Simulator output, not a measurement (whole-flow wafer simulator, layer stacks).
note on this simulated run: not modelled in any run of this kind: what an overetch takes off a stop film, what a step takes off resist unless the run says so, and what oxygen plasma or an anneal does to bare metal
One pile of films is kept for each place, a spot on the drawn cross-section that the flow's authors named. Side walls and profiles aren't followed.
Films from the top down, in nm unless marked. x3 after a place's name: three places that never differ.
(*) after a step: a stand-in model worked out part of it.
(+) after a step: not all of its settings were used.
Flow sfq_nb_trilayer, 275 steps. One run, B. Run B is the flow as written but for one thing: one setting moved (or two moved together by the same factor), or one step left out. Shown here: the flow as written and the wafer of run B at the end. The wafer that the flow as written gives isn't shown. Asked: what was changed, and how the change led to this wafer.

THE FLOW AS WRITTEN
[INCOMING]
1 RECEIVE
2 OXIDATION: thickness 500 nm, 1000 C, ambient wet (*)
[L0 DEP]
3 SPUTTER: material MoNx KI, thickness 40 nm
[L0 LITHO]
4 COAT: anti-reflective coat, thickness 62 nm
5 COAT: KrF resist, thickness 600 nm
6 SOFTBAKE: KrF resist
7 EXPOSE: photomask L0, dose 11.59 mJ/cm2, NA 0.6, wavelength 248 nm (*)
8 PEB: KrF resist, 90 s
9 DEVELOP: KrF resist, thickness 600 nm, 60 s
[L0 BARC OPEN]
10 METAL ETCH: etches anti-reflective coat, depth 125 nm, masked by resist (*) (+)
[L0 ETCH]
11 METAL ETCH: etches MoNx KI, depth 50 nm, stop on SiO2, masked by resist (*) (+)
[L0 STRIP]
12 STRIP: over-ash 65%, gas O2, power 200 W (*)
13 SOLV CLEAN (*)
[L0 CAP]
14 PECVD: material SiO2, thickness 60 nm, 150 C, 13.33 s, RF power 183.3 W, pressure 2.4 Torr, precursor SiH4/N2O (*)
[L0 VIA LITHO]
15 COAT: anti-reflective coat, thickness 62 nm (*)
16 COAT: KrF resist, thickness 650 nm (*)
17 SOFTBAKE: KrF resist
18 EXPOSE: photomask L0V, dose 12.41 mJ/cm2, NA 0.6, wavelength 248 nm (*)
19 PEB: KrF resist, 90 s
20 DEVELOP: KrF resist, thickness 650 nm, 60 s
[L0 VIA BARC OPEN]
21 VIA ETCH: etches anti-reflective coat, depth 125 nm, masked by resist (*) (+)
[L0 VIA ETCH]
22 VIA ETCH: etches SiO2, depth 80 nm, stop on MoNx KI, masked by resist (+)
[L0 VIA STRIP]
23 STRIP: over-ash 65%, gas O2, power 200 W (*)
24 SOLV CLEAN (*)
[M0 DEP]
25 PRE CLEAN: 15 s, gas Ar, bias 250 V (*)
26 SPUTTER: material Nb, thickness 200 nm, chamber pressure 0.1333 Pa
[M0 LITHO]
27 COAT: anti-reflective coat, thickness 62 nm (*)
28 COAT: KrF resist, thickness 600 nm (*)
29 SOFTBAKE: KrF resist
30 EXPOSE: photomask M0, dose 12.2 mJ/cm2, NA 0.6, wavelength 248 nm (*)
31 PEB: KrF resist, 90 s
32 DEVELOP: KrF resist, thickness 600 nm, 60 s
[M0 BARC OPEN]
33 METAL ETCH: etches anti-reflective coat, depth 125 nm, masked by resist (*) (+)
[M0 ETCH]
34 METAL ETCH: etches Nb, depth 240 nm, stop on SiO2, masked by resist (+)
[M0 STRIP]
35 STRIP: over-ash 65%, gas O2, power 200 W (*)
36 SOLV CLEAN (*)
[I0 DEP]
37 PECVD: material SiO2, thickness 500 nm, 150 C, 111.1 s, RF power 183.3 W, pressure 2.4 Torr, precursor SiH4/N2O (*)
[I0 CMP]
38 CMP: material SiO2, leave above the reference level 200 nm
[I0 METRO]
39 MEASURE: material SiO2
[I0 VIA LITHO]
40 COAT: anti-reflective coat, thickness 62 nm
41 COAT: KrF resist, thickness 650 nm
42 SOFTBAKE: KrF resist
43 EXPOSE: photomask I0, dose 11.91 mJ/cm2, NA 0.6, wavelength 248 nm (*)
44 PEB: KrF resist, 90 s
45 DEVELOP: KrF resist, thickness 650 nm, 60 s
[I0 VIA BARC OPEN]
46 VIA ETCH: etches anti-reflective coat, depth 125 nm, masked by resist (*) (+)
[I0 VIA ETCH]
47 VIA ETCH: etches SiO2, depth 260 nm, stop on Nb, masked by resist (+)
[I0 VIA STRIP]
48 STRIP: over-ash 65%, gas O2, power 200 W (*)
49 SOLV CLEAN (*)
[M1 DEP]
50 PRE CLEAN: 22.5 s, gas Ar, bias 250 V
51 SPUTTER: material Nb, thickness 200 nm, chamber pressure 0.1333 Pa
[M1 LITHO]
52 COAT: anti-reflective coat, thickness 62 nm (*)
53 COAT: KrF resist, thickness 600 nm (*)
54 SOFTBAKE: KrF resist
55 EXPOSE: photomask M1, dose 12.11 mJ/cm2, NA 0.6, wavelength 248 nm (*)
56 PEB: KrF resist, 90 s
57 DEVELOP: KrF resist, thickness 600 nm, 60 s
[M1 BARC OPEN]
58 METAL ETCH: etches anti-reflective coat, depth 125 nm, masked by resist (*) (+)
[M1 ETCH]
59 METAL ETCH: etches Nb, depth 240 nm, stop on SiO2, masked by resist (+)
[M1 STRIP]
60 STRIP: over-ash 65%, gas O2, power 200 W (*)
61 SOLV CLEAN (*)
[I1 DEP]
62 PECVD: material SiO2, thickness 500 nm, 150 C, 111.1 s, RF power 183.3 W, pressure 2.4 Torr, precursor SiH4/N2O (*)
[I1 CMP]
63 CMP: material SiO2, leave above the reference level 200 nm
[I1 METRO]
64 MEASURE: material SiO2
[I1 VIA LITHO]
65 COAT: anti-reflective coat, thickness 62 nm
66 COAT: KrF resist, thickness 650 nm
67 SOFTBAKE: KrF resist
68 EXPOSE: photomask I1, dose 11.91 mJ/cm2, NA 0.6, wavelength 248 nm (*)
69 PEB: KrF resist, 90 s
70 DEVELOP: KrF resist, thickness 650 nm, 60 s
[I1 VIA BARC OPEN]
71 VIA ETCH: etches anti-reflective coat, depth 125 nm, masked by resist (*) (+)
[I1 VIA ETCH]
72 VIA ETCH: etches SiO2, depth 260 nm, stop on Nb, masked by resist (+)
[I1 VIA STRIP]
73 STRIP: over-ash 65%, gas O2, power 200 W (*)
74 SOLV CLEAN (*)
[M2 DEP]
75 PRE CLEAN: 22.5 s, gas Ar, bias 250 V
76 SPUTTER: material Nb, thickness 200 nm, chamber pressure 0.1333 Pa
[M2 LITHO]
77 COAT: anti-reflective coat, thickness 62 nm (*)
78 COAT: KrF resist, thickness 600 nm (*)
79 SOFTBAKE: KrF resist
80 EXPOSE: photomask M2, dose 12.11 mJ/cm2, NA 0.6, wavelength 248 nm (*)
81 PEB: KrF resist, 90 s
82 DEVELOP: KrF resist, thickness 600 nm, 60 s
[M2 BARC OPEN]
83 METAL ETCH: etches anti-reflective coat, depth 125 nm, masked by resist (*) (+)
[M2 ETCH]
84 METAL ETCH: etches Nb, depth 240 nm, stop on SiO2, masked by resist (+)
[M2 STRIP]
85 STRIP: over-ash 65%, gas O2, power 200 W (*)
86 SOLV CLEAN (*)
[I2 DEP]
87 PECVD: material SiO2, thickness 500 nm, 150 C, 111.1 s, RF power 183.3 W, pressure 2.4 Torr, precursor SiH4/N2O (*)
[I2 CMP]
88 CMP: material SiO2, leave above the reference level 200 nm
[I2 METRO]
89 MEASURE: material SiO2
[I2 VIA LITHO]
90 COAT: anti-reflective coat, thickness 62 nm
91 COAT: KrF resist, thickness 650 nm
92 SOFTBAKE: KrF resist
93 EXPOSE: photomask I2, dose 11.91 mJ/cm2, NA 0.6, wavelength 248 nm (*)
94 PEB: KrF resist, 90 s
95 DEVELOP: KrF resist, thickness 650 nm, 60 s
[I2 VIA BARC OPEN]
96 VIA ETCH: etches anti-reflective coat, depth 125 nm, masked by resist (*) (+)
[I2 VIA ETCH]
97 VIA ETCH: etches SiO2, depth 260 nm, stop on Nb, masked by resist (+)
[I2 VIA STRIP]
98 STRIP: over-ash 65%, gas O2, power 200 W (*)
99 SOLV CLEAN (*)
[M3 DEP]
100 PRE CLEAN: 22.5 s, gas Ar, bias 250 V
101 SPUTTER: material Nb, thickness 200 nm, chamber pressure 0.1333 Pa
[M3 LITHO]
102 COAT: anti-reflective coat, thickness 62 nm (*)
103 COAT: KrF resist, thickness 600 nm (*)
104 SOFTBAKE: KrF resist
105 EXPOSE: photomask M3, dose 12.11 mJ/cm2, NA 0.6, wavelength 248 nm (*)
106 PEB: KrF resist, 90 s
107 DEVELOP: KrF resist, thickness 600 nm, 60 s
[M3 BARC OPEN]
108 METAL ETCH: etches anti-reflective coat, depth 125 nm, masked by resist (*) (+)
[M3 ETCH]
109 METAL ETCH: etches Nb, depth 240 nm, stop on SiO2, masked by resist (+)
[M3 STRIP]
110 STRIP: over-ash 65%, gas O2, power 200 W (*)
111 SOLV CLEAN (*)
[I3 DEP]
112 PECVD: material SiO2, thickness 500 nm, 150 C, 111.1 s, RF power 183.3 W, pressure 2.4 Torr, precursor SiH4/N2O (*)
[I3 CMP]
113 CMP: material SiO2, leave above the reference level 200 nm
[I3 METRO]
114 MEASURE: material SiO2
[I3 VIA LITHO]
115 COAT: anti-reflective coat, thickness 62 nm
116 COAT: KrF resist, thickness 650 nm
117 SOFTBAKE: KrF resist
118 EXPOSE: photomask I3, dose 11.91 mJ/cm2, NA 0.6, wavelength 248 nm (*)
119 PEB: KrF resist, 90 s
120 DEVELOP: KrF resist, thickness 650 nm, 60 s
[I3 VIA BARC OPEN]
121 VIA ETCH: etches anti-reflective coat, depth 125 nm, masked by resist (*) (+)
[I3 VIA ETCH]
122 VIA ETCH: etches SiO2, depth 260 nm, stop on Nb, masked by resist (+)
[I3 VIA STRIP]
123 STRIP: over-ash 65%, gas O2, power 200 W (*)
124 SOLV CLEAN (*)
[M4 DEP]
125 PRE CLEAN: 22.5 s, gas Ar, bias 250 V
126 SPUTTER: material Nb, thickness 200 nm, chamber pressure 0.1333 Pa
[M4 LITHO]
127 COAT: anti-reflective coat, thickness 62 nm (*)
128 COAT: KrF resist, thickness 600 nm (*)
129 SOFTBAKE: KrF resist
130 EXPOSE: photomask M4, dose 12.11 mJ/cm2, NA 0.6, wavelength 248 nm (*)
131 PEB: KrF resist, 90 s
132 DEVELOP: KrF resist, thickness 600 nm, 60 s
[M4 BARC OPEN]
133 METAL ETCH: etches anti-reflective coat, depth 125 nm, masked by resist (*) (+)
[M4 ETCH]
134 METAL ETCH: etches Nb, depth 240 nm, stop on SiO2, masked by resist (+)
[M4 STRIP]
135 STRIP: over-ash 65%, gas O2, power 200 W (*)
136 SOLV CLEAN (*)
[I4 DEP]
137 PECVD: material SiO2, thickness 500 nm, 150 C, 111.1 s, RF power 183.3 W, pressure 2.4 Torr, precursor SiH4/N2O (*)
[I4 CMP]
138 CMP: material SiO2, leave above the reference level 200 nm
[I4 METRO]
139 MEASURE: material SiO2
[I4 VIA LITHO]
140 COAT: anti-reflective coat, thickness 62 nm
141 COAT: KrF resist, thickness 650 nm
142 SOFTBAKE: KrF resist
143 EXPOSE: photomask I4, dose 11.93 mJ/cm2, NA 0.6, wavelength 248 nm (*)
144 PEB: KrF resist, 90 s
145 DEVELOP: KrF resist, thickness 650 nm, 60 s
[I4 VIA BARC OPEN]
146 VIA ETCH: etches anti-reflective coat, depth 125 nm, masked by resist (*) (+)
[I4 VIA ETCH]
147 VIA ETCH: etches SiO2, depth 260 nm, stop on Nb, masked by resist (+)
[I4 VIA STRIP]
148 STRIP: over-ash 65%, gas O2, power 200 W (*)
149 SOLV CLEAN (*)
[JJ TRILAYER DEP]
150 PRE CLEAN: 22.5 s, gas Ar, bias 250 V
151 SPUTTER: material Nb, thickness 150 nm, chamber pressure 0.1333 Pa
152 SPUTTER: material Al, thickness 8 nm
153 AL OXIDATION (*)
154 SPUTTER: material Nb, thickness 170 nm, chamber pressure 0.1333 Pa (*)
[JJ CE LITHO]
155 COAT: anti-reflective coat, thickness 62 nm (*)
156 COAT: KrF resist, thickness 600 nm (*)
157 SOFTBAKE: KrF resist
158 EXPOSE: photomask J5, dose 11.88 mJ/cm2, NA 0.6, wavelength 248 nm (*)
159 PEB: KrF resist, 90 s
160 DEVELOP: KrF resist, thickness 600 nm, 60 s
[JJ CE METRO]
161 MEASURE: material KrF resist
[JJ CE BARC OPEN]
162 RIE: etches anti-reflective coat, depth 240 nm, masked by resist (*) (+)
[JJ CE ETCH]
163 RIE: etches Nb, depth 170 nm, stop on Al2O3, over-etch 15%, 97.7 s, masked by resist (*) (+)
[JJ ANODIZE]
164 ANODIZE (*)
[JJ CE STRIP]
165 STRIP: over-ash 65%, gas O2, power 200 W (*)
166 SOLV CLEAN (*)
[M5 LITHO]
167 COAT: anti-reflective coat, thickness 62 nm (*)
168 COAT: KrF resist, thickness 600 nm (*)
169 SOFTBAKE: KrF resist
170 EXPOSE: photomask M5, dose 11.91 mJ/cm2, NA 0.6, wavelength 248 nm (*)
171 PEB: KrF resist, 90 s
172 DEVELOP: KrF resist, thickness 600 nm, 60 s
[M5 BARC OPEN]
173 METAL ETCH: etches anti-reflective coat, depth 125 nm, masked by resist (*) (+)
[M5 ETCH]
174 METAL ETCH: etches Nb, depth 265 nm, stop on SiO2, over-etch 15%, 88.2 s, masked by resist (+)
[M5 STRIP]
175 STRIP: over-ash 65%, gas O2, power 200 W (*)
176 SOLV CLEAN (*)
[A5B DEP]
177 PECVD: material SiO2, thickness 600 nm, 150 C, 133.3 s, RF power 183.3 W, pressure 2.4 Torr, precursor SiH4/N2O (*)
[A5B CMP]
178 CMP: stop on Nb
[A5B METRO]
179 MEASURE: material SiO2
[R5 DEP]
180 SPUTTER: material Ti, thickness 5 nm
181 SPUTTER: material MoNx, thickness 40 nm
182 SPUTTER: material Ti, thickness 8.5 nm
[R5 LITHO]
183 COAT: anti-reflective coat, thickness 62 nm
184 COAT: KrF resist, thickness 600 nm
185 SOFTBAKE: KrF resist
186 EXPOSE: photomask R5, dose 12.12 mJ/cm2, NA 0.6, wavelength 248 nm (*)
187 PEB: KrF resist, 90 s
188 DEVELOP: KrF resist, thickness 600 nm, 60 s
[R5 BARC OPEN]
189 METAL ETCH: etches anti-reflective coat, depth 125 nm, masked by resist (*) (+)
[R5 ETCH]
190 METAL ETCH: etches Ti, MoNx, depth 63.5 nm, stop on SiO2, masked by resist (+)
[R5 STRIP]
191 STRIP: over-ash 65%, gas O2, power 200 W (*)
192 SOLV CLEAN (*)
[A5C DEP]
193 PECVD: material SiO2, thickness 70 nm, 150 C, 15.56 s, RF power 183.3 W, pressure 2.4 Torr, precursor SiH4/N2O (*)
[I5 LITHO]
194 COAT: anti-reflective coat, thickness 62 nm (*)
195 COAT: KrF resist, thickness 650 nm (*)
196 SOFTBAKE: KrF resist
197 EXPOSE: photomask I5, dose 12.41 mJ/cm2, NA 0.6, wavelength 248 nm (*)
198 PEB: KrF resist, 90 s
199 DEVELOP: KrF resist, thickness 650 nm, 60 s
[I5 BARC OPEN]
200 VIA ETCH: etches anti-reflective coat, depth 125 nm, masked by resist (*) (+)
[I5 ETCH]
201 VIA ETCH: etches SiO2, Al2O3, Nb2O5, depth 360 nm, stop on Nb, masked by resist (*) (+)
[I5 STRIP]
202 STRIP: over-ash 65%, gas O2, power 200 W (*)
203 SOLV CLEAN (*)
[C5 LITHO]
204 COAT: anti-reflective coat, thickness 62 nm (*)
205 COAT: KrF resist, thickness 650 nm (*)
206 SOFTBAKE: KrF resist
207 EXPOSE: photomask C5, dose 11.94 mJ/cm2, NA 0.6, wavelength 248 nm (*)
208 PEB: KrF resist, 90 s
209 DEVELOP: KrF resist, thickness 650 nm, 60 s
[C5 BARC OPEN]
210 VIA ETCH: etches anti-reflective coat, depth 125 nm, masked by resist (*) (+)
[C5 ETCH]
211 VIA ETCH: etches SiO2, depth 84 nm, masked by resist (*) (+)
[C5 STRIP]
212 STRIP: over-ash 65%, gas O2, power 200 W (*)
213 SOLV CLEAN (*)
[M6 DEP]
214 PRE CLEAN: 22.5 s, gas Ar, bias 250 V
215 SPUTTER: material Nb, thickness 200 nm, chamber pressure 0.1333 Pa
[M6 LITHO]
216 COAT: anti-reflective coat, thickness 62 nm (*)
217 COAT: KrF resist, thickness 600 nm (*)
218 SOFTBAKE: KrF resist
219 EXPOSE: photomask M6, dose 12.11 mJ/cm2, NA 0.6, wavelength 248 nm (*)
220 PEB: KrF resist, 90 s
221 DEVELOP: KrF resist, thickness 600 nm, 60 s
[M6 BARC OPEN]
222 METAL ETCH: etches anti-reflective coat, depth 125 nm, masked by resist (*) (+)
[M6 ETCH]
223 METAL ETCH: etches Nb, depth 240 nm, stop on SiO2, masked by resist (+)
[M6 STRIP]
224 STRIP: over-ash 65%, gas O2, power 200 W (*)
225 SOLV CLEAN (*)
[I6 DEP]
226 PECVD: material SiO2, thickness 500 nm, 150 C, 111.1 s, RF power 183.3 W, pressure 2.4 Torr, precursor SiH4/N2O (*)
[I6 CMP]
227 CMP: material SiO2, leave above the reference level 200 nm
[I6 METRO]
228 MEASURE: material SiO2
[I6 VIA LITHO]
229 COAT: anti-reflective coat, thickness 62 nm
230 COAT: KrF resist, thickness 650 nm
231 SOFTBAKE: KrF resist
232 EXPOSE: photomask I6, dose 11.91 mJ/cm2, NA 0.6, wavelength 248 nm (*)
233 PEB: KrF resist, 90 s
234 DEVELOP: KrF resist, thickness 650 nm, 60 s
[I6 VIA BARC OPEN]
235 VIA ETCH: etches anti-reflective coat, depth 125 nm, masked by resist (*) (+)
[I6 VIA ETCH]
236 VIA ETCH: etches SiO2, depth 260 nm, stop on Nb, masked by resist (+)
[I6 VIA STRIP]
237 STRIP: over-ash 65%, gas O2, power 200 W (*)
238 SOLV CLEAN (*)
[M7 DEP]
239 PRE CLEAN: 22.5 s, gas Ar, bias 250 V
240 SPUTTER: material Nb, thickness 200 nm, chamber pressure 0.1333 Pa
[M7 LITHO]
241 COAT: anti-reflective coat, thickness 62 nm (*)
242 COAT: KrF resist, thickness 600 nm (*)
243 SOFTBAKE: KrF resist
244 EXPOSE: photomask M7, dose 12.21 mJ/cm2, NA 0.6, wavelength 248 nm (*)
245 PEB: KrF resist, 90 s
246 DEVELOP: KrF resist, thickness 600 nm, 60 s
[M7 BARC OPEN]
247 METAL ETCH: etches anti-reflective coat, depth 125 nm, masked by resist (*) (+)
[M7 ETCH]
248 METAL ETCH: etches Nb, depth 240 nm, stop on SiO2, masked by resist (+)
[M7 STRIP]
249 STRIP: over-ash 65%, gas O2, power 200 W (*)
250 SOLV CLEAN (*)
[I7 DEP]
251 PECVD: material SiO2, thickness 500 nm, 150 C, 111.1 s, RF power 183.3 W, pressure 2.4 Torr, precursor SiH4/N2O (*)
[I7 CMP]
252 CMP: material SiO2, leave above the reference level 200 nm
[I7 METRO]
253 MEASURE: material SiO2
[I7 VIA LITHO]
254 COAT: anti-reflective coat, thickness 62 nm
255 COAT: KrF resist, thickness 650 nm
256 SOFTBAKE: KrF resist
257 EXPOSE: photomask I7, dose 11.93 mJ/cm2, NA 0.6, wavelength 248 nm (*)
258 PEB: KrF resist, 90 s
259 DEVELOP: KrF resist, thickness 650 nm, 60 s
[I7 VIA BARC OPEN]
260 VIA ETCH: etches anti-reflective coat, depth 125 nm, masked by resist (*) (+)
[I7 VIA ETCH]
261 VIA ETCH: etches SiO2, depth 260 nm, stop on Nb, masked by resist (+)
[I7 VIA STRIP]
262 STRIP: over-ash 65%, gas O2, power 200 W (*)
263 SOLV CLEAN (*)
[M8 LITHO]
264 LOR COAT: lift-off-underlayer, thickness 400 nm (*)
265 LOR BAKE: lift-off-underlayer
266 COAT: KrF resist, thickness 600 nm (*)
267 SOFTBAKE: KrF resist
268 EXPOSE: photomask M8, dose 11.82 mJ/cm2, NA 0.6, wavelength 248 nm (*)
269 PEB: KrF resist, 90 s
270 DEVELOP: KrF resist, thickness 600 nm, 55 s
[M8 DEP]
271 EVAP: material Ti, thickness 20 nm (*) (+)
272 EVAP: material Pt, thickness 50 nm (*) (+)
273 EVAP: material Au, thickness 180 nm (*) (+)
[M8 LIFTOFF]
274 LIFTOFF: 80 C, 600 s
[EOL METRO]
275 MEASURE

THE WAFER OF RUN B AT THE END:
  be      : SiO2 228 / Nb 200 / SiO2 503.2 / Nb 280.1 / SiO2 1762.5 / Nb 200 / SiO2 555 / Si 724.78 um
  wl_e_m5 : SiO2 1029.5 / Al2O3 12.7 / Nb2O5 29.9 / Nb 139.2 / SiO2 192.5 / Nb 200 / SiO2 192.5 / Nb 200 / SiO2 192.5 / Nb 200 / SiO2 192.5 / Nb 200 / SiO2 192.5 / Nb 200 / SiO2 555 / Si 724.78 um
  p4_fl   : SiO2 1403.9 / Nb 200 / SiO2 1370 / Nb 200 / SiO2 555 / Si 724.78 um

The cause: step 252, CMP: leave above the reference level 228 nm was run, where the flow has leave above the reference level 200 nm.
It can be read off the wafer: be has SiO2 228, and step 252 as written asks for 200 nm.

How the change led to this, step by step:
  252 CMP: material SiO2, leave above the reference level 200 nm
      field_l, p4_fl, p4_fm and 56 more: SiO2 -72 (as written it would be: SiO2 -100)
      v_sur, via_wl, via_w and 37 more: SiO2 -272 (as written it would be: SiO2 -300)
      (and at 7 more places)
  261 VIA ETCH: etches SiO2, depth 260 nm, stop on Nb, masked by resist (+)
      via_wl, via_w, via_wr: SiO2 -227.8 (all of it) (as written it would be: SiO2 -199.8 (all of it))
  264 LOR COAT: lift-off-underlayer, thickness 400 nm (*)
      via_wl, via_wr: lift-off-underlayer +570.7 (new film) (as written it would be: lift-off-underlayer +549.8 (new film))
      via_w: lift-off-underlayer +555.5 (new film) (as written it would be: lift-off-underlayer +536.4 (new film))
  270 DEVELOP: KrF resist, thickness 600 nm, 55 s
      via_wl: KrF resist -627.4 (all of it), lift-off-underlayer -570.7 (all of it) (as written it would be: KrF resist -623.9 (all of it), lift-off-underlayer -549.8 (all of it))
      via_w: KrF resist -640.6 (all of it), lift-off-underlayer -555.5 (all of it) (as written it would be: KrF resist -635.4 (all of it), lift-off-underlayer -536.4 (all of it))
      (and at 1 more place)
